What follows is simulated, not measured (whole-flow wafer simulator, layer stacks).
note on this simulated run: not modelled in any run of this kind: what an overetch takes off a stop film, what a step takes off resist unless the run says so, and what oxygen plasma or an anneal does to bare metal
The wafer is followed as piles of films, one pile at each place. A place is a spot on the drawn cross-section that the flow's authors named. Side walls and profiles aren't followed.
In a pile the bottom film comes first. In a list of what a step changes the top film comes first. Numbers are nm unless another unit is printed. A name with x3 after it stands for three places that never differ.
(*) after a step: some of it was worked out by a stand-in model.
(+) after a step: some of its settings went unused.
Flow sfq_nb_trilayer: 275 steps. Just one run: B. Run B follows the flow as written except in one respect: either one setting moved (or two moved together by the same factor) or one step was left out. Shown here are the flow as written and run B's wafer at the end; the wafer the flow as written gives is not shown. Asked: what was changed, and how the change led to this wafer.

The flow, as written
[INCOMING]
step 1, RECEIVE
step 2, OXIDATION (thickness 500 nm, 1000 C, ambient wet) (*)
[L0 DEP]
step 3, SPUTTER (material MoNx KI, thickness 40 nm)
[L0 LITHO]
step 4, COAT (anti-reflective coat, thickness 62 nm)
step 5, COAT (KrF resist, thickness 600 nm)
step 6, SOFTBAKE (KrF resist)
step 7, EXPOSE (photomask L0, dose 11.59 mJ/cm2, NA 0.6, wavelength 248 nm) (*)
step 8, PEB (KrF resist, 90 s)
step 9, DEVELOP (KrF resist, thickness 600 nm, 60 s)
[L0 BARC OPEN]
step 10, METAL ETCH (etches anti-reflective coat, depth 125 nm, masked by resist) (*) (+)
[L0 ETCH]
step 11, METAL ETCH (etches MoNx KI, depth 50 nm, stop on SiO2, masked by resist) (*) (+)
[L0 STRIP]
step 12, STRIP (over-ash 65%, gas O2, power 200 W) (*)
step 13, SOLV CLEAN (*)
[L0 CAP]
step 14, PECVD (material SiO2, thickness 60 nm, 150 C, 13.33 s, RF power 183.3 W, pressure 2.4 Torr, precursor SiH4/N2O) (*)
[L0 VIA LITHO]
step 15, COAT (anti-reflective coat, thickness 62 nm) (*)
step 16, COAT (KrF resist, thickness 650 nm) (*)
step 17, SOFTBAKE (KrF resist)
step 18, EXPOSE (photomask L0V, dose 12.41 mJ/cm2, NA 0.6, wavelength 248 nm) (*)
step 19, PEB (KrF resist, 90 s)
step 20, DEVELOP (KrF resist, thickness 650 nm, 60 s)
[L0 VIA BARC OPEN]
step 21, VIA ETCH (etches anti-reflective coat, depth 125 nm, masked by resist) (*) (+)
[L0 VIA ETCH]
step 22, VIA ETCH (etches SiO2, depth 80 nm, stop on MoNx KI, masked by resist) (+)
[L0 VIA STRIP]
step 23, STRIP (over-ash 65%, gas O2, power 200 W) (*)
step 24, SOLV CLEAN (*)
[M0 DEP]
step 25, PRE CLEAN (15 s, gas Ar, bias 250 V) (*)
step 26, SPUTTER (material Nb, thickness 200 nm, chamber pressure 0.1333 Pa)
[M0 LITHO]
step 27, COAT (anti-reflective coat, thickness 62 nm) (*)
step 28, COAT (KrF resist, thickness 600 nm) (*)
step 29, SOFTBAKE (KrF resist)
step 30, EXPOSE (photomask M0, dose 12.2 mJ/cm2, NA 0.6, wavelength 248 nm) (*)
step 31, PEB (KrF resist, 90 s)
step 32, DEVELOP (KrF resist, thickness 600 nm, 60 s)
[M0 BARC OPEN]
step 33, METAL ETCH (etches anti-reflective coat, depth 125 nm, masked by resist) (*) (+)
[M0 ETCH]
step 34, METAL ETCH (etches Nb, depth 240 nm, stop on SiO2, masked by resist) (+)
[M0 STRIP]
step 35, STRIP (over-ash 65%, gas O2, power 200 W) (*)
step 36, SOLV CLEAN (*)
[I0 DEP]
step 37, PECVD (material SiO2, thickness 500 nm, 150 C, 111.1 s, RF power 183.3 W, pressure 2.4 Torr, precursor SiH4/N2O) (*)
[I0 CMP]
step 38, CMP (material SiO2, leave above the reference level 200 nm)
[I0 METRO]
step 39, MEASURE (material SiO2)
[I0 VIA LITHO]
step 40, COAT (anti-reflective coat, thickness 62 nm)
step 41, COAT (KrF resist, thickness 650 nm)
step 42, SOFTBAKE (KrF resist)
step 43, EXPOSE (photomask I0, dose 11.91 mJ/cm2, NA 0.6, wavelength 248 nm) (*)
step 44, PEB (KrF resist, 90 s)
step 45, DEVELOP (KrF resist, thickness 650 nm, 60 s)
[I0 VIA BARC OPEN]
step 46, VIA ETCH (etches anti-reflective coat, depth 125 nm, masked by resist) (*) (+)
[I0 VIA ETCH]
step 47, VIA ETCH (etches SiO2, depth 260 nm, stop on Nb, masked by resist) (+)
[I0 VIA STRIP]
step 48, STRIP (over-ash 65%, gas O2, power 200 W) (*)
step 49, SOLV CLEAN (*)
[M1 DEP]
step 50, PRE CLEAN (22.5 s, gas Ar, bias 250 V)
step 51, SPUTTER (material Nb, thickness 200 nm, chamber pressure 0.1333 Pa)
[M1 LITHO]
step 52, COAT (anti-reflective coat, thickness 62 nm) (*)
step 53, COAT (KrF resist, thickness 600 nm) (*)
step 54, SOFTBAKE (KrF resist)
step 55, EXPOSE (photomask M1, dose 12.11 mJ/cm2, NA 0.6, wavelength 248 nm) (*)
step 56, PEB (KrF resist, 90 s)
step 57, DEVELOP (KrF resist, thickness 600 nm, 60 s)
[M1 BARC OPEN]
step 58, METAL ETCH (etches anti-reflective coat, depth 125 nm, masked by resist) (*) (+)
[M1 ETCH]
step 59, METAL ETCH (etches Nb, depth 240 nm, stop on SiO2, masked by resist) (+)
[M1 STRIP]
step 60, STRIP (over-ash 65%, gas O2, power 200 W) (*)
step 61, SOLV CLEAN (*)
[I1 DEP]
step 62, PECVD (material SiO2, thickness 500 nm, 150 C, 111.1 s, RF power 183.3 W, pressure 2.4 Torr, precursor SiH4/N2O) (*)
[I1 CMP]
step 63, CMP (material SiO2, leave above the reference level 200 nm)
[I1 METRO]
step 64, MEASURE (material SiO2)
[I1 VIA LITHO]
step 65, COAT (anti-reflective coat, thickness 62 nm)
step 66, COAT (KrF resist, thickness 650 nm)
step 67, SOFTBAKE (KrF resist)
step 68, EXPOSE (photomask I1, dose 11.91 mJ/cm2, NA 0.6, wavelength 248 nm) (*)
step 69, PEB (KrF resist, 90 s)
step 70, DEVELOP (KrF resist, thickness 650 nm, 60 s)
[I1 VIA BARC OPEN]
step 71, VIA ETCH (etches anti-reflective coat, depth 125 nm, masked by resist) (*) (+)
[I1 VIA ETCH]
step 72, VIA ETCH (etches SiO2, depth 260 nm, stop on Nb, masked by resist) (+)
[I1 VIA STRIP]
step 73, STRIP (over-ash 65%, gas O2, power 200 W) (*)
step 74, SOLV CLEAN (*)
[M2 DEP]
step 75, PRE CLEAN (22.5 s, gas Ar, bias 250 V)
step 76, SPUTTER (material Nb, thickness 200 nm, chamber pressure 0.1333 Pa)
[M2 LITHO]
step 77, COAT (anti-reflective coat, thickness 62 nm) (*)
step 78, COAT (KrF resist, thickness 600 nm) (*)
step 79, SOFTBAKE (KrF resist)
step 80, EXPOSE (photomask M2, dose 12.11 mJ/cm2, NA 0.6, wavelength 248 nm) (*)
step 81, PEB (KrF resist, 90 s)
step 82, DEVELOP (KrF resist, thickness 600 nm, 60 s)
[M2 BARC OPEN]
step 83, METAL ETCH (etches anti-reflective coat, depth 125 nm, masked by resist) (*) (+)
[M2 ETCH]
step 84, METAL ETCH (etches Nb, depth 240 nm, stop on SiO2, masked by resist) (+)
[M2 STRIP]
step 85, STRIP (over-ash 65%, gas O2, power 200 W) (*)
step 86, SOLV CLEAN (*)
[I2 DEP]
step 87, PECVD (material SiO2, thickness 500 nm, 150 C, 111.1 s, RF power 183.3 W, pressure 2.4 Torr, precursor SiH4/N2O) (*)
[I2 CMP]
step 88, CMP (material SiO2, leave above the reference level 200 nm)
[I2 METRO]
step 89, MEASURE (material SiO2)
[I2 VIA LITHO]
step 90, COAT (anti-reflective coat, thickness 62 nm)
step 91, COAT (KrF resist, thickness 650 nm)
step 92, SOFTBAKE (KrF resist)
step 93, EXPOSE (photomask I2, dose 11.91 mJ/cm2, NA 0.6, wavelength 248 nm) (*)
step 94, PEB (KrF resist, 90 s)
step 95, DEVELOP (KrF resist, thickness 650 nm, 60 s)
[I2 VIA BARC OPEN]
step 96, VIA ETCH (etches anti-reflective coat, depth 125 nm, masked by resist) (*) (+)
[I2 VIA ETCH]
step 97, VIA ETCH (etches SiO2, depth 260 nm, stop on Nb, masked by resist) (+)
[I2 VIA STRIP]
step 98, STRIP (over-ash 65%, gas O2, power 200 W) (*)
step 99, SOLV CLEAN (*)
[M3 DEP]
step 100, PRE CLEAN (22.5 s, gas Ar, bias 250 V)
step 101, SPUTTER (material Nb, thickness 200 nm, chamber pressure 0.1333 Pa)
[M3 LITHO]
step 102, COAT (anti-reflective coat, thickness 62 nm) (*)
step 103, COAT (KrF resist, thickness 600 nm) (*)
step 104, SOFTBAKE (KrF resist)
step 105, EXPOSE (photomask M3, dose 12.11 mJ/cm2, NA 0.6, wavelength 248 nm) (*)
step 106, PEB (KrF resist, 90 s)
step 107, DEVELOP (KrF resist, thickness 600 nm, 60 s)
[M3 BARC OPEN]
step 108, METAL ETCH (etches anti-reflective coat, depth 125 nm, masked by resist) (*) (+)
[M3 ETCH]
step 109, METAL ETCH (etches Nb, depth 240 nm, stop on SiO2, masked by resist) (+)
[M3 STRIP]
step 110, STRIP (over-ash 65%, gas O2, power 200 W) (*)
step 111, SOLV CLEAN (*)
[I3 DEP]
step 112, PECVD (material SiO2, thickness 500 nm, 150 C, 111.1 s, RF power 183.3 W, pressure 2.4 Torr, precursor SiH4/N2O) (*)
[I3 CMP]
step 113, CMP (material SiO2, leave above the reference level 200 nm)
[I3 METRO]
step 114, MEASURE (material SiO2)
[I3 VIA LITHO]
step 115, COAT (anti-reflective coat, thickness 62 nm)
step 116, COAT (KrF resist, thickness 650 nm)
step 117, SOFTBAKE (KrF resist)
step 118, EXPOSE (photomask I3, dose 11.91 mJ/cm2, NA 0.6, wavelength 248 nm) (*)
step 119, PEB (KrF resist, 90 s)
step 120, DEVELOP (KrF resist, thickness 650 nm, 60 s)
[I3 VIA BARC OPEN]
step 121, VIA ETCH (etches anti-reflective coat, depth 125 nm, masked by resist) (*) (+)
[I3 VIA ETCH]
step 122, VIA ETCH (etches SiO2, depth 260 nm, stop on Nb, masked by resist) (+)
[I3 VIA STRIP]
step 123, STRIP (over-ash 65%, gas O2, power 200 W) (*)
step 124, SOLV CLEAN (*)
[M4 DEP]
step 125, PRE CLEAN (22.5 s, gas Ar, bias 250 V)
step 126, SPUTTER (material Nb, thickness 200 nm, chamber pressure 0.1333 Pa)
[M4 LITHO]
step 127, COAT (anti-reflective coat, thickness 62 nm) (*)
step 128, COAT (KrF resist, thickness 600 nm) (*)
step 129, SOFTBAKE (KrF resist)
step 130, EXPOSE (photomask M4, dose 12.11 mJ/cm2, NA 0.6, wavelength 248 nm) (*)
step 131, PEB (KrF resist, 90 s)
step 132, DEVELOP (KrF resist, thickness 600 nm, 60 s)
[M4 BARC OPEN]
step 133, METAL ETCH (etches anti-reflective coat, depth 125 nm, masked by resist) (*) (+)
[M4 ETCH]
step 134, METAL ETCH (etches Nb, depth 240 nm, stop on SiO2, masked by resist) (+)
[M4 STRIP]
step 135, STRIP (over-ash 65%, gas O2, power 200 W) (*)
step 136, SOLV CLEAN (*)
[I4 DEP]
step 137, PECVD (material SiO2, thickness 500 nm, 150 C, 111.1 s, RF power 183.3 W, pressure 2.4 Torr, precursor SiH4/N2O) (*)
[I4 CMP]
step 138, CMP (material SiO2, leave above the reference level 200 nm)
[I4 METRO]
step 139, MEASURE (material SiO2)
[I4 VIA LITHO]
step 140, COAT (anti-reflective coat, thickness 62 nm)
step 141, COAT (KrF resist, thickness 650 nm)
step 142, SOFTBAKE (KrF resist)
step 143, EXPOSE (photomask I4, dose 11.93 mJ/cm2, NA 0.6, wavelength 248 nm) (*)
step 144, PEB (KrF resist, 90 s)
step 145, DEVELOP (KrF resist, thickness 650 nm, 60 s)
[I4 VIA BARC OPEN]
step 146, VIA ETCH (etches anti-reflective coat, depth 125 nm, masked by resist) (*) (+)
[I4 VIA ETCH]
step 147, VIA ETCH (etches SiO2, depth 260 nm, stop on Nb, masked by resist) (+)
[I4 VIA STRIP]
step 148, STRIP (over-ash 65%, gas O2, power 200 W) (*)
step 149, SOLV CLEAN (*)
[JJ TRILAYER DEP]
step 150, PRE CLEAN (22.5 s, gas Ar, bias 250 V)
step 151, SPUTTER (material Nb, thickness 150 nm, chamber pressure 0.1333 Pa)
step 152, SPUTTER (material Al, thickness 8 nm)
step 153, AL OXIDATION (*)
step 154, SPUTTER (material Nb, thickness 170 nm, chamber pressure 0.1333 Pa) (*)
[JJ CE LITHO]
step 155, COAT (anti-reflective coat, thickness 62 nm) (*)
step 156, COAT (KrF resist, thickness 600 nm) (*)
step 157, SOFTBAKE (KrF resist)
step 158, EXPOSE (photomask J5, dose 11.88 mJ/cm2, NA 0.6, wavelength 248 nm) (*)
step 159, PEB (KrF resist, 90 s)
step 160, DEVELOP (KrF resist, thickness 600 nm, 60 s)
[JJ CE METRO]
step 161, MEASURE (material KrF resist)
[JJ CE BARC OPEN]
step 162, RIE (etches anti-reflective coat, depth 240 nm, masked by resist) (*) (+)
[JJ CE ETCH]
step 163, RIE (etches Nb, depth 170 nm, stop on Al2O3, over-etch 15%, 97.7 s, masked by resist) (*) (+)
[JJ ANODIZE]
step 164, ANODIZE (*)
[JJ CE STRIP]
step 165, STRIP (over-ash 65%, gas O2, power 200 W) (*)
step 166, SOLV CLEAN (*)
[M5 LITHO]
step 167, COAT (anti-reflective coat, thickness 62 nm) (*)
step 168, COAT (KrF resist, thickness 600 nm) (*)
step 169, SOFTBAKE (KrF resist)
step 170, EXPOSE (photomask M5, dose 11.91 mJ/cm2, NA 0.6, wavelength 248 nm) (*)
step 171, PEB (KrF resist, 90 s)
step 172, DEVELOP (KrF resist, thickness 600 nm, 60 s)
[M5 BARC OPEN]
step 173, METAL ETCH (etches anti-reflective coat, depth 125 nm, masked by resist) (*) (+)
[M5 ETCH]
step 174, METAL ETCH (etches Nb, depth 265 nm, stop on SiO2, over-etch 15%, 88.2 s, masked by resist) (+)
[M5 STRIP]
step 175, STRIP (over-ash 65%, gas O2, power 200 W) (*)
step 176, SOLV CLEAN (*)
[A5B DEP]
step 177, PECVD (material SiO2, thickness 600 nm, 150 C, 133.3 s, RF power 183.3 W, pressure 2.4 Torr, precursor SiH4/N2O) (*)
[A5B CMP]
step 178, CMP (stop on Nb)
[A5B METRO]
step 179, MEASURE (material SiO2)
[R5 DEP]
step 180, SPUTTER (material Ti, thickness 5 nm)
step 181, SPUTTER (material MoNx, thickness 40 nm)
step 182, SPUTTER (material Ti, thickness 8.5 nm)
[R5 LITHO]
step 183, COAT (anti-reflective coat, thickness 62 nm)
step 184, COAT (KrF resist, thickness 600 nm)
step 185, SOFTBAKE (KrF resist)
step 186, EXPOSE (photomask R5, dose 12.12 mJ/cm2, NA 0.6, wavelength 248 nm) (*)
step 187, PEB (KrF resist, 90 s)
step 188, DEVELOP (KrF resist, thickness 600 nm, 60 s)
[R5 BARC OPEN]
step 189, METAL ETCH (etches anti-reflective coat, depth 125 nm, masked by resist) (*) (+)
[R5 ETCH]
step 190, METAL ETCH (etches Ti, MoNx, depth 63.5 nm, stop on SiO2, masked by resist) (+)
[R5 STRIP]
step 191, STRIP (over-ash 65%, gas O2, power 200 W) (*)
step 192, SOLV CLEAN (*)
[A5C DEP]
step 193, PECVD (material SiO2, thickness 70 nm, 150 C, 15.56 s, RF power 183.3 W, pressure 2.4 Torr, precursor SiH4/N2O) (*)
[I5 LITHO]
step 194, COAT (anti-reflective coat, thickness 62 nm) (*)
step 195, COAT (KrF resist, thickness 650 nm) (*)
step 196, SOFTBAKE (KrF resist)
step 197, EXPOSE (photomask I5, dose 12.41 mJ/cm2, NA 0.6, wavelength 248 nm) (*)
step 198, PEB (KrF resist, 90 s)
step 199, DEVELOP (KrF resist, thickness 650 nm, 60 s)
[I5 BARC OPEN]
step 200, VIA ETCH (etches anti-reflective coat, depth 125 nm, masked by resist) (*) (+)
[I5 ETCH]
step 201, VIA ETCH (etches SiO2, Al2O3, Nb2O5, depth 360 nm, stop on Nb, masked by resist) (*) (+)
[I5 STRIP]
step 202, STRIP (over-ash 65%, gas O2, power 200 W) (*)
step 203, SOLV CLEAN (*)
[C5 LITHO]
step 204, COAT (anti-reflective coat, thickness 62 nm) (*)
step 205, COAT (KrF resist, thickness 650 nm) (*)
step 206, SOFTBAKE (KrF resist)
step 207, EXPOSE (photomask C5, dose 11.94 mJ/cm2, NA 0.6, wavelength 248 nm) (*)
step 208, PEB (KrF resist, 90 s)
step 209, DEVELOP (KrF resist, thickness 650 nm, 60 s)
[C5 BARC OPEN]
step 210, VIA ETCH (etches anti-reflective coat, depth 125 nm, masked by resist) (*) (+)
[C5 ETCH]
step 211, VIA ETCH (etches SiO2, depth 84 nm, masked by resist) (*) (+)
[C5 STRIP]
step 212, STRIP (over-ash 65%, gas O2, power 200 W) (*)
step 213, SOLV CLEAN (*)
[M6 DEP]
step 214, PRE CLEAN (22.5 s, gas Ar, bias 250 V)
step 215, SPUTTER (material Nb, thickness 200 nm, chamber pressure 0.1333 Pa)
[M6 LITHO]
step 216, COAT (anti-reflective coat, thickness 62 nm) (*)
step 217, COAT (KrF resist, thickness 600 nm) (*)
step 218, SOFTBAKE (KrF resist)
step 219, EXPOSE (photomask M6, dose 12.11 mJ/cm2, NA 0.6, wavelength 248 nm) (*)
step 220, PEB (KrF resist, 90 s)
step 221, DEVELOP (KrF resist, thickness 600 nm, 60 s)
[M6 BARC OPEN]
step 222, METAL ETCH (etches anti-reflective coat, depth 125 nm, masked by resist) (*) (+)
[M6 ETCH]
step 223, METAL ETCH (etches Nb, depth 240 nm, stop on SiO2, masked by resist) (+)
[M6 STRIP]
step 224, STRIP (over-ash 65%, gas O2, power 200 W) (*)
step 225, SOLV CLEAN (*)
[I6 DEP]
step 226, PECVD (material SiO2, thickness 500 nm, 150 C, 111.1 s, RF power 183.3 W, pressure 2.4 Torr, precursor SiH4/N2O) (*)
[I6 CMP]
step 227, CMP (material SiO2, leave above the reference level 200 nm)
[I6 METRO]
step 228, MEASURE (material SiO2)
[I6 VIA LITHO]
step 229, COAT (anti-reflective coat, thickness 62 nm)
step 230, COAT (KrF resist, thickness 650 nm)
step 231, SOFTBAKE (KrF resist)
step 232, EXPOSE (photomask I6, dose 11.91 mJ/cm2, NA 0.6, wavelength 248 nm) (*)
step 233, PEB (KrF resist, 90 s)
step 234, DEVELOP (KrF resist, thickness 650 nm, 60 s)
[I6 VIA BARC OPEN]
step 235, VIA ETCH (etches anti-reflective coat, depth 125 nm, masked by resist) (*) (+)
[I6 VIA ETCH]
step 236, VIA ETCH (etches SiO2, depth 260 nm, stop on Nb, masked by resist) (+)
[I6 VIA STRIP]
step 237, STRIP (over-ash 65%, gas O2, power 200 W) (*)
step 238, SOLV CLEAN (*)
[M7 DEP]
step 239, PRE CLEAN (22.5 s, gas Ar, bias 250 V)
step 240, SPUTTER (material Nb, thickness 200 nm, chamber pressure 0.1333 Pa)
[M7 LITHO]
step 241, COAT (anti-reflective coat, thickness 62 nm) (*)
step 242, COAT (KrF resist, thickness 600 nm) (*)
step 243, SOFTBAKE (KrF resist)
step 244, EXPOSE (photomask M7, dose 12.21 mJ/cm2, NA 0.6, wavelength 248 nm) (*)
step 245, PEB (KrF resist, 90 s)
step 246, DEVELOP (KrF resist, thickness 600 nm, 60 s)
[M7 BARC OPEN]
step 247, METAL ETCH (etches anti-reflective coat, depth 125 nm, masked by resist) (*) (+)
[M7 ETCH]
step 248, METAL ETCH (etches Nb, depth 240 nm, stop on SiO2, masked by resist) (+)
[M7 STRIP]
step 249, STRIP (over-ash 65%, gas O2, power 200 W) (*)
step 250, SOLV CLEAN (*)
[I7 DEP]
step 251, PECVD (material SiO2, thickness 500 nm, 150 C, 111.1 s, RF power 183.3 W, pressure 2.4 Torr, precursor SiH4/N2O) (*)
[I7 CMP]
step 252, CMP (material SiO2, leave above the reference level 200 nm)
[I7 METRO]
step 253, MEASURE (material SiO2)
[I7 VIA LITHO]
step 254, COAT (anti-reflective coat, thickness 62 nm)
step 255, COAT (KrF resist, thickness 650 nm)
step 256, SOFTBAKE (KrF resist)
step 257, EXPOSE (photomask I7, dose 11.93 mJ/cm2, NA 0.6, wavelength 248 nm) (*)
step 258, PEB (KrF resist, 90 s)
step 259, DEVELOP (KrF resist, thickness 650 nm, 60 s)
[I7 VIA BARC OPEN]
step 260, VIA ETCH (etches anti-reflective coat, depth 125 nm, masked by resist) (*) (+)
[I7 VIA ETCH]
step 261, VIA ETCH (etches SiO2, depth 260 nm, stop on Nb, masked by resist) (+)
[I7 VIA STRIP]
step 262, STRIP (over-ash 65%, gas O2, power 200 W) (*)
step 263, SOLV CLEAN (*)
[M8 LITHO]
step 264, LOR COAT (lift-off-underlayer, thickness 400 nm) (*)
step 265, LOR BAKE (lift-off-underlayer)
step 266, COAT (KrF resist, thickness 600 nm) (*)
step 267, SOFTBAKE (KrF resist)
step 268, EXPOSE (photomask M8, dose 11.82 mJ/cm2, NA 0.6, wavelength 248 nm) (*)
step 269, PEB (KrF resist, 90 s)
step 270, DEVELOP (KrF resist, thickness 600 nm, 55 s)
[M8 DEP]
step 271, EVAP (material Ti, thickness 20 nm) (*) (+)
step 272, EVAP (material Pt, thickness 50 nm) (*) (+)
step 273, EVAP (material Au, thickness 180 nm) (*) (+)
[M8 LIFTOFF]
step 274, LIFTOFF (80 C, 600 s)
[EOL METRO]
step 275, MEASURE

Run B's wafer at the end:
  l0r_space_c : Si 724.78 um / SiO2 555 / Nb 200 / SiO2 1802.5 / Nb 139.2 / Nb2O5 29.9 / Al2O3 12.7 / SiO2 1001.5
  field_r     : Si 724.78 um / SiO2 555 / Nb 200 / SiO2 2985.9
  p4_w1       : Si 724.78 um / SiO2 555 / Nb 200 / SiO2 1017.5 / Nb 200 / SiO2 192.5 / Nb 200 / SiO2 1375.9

The reason: step 63, CMP: leave above the reference level 240 nm was run, though the flow has leave above the reference level 200 nm.

Step by step, how the change led to this:
  step 63, CMP (material SiO2, leave above the reference level 200 nm)
      field_l, be, be_sur and 72 more: SiO2 loses 60 (in the flow as written it would be: SiO2 loses 100)
      v_sur, via_wl, via_wr and 20 more: SiO2 loses 260 (in the flow as written it would be: SiO2 loses 300)
      (as well as at 8 more places)
  step 72, VIA ETCH (etches SiO2, depth 260 nm, stop on Nb, masked by resist) (+)
      via_v: SiO2 loses 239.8 (all of it) (in the flow as written it would be: SiO2 loses 199.8 (all of it))
  step 76, SPUTTER (material Nb, thickness 200 nm, chamber pressure 0.1333 Pa)
      via_v: Nb gains 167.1 (in the flow as written it would be: Nb gains 174.5)
  step 77, COAT (anti-reflective coat, thickness 62 nm) (*)
      via_v: anti-reflective coat gains 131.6 (new film) (in the flow as written it would be: anti-reflective coat gains 123.1 (new film))
      wire: anti-reflective coat gains 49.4 (new film) (in the flow as written it would be: anti-reflective coat gains 50.6 (new film))
  step 78, COAT (KrF resist, thickness 600 nm) (*)
      via_v: KrF resist gains 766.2 (new film) (in the flow as written it would be: KrF resist gains 733.7 (new film))
  step 85, STRIP (over-ash 65%, gas O2, power 200 W) (*)
      via_v: KrF resist loses 548.1 (all of it), anti-reflective coat loses 131.6 (all of it) (in the flow as written it would be: KrF resist loses 515.8 (all of it), anti-reflective coat loses 123.1 (all of it))
      wire: KrF resist loses 372.1 (all of it), anti-reflective coat loses 49.4 (all of it) (in the flow as written it would be: KrF resist loses 374.9 (all of it), anti-reflective coat loses 50.6 (all of it))
  step 87, PECVD (material SiO2, thickness 500 nm, 150 C, 111.1 s, RF power 183.3 W, pressure 2.4 Torr, precursor SiH4/N2O) (*)
      via_v: SiO2 gains 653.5 (new film) (in the flow as written it would be: SiO2 gains 606 (new film))
